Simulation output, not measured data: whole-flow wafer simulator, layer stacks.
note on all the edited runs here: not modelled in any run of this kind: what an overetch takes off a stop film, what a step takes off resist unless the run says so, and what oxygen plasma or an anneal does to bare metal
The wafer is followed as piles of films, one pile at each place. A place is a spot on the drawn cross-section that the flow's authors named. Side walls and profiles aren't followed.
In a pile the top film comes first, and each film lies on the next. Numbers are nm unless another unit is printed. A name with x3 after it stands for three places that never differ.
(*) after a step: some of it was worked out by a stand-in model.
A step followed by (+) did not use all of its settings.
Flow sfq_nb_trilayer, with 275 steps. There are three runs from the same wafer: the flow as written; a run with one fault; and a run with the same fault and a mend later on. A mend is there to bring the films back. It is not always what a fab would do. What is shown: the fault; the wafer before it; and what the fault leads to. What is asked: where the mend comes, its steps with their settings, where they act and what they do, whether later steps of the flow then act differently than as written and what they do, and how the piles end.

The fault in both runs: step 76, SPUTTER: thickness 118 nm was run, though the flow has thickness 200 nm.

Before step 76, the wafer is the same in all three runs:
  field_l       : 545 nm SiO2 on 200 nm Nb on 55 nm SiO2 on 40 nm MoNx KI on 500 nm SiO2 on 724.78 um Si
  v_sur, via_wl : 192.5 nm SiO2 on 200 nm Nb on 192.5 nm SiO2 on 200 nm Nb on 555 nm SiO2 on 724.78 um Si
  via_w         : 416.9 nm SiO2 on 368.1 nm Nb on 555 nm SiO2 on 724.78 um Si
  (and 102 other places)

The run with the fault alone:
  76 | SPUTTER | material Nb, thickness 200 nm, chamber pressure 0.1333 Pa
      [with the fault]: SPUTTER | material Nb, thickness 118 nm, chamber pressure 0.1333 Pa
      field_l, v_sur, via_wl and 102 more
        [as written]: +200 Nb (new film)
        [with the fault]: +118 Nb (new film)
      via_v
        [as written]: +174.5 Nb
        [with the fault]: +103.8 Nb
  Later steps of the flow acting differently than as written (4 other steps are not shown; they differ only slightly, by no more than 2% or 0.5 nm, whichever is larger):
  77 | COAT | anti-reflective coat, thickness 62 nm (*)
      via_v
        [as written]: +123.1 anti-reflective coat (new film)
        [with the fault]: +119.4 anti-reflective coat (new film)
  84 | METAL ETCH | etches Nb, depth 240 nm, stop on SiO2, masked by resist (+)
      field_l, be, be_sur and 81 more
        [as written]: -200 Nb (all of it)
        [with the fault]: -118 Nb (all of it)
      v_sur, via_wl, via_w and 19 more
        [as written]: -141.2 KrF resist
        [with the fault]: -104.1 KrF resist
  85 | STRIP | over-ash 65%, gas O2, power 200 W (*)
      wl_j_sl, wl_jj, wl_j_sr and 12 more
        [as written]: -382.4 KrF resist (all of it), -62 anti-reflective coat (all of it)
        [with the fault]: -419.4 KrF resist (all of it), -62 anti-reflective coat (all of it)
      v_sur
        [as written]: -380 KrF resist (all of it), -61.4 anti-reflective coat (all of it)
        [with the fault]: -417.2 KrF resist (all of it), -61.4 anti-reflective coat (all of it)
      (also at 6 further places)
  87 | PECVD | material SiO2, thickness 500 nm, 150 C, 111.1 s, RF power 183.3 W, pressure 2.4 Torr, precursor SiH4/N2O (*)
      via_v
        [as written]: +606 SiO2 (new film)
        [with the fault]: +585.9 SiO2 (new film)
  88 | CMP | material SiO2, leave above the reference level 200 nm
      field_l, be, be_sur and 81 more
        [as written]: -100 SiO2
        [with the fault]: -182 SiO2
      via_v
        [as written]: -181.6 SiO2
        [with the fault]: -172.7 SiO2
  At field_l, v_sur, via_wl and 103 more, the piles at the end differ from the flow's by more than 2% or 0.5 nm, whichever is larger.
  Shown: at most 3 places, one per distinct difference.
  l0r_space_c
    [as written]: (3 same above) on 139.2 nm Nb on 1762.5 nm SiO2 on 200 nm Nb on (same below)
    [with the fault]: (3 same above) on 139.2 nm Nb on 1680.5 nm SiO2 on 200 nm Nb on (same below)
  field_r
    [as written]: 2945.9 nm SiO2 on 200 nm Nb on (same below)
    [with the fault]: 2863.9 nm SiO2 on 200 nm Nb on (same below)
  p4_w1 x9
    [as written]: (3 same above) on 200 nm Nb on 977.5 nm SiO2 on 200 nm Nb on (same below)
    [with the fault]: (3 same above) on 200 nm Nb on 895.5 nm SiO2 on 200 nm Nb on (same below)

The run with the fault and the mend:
  The mend stands after step 76.
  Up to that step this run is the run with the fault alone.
  76a | SPUTTER | material Nb, thickness 82 nm, chamber pressure 0.1333 Pa (the flow's step 76 again, with other settings)
      field_l, v_sur, via_wl and 102 more
        +82 Nb
      via_v
        +66.5 Nb
  Later steps of the flow that are run all act as written at every place that is followed, up to a difference of at most 2% or 0.5 nm, whichever is larger.
  When the end is reached, the piles differ only a little from the flow's at the places that both follow, at most by 2% or 0.5 nm, whichever is larger.
